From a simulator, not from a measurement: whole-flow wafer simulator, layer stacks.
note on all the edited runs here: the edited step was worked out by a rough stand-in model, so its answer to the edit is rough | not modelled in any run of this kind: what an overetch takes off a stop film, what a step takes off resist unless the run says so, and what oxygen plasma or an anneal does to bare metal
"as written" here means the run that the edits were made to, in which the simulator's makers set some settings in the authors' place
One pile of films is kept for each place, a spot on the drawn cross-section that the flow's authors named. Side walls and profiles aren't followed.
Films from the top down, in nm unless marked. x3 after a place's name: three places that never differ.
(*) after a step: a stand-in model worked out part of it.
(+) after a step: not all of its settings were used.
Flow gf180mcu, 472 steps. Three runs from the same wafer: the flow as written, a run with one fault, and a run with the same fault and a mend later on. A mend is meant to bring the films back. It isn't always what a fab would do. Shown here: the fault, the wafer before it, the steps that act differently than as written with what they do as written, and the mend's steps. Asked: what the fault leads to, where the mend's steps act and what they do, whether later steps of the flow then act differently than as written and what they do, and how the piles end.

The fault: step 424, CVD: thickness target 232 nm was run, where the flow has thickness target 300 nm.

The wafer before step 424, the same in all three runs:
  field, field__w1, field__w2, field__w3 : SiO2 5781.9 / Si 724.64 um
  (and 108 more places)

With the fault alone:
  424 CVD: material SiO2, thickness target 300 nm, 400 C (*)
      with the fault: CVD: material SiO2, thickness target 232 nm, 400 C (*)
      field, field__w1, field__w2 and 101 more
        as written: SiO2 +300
        with the fault: SiO2 +232
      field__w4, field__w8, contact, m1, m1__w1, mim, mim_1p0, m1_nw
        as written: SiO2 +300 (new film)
        with the fault: SiO2 +232 (new film)
  Later steps of the flow that act differently than as written (3 more steps differ only slightly, by at most 2% or 0.5 nm, whichever is larger, and aren't shown):
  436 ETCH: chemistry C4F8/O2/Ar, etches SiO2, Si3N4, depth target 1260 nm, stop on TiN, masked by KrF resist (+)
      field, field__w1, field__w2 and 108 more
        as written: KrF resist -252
        with the fault: KrF resist -241
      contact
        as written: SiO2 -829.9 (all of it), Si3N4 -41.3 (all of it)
        with the fault: SiO2 -761.9 (all of it), Si3N4 -41.3 (all of it)
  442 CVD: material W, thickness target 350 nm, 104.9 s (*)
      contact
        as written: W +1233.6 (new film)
        with the fault: W +1165 (new film)
  At the end the piles differ from the flow's by more than 2% or 0.5 nm, whichever is larger, at field__w4, field__w8, contact, m1, m1__w1, mim, mim_1p0, m1_nw.
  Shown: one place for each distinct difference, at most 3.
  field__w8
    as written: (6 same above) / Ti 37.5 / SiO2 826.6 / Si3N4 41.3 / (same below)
    with the fault: (6 same above) / Ti 37.5 / SiO2 758.6 / Si3N4 41.3 / (same below)
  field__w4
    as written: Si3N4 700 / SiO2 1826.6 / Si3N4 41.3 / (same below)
    with the fault: Si3N4 700 / SiO2 1758.6 / Si3N4 41.3 / (same below)
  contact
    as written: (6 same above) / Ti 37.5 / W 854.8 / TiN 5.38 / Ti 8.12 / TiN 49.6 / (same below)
    with the fault: (6 same above) / Ti 37.5 / W 786.3 / TiN 5.6 / Ti 8.44 / TiN 49.6 / (same below)

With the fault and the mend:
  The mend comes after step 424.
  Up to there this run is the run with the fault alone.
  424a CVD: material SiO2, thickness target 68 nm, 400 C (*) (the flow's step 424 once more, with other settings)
      field, field__w1, field__w2 and 109 more
        SiO2 +68
  No later step of the flow acts differently than as written at any place that is followed.
  At the end the piles are the same as the flow's at every place that both follow.
